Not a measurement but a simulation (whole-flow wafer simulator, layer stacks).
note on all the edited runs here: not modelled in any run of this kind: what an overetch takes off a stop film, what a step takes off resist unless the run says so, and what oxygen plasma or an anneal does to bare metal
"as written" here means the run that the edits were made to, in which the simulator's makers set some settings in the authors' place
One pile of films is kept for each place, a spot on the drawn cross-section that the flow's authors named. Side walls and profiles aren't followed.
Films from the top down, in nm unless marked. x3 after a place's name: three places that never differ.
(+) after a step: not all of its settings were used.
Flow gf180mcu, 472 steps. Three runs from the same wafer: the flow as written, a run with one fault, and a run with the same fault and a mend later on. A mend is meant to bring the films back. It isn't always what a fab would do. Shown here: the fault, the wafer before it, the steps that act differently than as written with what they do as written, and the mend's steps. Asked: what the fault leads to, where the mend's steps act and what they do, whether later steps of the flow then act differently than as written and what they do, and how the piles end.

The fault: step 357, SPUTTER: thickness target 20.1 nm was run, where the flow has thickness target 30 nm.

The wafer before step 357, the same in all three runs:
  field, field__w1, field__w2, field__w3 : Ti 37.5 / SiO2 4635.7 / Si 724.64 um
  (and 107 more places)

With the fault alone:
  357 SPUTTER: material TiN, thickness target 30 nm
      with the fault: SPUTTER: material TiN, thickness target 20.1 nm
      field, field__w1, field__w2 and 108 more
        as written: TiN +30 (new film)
        with the fault: TiN +20.1 (new film)
  Later steps of the flow that act differently than as written:
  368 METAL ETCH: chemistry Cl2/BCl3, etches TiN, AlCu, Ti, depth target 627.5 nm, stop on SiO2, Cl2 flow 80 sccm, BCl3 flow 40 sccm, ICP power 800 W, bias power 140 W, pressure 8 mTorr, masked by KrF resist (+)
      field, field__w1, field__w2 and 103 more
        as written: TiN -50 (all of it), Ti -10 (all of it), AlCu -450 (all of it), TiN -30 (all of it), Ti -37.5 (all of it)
        with the fault: TiN -50 (all of it), Ti -10 (all of it), AlCu -450 (all of it), TiN -20.1 (all of it), Ti -37.5 (all of it)
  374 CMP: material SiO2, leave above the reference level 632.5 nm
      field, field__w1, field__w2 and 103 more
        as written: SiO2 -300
        with the fault: SiO2 -309.9
  At the end the piles differ from the flow's by more than 2% or 0.5 nm, whichever is larger, at field__w8, contact, m1, m1__w1, m1_nw.
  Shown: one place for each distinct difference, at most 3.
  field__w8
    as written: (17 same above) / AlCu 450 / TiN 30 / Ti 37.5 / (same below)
    with the fault: (17 same above) / AlCu 450 / TiN 20.1 / Ti 37.5 / (same below)
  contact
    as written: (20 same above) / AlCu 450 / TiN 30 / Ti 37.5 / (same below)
    with the fault: (20 same above) / AlCu 450 / TiN 20.1 / Ti 37.5 / (same below)

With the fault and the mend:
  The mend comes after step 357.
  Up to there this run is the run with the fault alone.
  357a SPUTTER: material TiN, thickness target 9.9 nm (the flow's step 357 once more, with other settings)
      field, field__w1, field__w2 and 108 more
        TiN +9.9
  No later step of the flow acts differently than as written at any place that is followed.
  At the end the piles are the same as the flow's at every place that both follow.
